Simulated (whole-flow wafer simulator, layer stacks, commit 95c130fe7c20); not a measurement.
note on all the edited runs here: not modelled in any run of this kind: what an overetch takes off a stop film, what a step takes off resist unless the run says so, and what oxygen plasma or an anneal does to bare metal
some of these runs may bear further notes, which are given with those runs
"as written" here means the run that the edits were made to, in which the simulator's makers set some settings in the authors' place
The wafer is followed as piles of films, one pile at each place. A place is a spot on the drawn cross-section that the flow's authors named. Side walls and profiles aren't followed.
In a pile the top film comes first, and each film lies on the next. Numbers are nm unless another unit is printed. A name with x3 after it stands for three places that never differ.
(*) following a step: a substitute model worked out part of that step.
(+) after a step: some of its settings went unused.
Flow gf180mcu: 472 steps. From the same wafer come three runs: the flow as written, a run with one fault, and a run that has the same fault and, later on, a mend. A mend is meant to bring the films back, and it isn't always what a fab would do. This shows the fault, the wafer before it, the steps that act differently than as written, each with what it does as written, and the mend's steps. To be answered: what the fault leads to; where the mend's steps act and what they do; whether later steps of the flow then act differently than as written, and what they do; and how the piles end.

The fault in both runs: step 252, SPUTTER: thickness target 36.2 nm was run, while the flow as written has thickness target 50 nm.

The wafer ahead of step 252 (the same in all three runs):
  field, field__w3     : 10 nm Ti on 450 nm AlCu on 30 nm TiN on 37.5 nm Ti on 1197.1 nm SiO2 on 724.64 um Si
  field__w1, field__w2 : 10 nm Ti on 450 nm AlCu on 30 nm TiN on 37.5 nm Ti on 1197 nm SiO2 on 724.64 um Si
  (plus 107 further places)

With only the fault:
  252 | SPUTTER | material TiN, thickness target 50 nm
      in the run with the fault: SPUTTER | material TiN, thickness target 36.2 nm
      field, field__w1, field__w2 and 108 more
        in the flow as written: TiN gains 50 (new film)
        in the run with the fault: TiN gains 36.2 (new film)
  Steps later in the flow that act otherwise than as written (not shown: 4 more steps that differ only slightly, by at most 2% or 0.5 nm, whichever is larger):
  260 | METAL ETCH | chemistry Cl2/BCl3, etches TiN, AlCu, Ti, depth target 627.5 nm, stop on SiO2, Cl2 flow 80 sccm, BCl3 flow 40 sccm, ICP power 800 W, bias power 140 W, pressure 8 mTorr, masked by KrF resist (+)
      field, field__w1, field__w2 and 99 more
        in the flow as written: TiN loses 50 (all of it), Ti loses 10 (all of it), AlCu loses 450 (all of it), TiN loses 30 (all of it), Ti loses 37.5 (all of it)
        in the run with the fault: TiN loses 36.2 (all of it), Ti loses 10 (all of it), AlCu loses 450 (all of it), TiN loses 30 (all of it), Ti loses 37.5 (all of it)
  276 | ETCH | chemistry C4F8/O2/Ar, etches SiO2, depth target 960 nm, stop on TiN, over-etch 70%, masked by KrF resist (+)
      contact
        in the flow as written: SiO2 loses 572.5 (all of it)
        in the run with the fault: SiO2 loses 586.3 (all of it)
  At field__w8, contact, m1 and 6 more, the piles at the end differ from the flow's by more than 2% or 0.5 nm, whichever is larger.
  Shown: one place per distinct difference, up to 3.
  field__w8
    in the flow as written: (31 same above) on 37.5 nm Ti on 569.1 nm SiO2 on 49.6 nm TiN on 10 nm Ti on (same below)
    in the run with the fault: (31 same above) on 37.5 nm Ti on 582.9 nm SiO2 on 35.8 nm TiN on 10 nm Ti on (same below)
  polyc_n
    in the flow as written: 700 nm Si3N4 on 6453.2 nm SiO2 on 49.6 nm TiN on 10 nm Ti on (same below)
    in the run with the fault: 700 nm Si3N4 on 6467 nm SiO2 on 35.8 nm TiN on 10 nm Ti on (same below)
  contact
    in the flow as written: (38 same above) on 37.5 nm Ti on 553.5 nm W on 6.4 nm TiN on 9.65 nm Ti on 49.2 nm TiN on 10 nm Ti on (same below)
    in the run with the fault: (38 same above) on 37.5 nm Ti on 567.4 nm W on 6.35 nm TiN on 9.58 nm Ti on 35.4 nm TiN on 10 nm Ti on (same below)

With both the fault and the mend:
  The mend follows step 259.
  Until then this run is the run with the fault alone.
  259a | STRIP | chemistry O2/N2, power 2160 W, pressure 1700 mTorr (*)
      field__w8, contact, m1 and 6 more
        KrF resist loses 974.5 (all of it)
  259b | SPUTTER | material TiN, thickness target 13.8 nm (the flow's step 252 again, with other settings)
      field, field__w1, field__w2 and 108 more
        TiN gains 13.8
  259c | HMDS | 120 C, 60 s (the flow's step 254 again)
      does not change any film at any place that is followed
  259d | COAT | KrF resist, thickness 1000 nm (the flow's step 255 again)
      field, field__w1, field__w2 and 108 more
        KrF resist gains 1000 (new film)
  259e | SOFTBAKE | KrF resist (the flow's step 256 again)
      does not change any film at any place that is followed
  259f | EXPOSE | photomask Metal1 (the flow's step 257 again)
      does not change any film at any place that is followed
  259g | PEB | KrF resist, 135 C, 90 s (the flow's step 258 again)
      field, field__w1, field__w2 and 108 more
        KrF resist loses 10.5
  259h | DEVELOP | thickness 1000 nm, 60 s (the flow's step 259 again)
      field, field__w1, field__w2 and 99 more
        KrF resist loses 989.5 (all of it)
      field__w8, contact, m1 and 6 more
        KrF resist loses 14.9
  Later steps of the flow that are run all act as written at every place that is followed.
  By the end, the piles equal the flow's at every place that both follow.
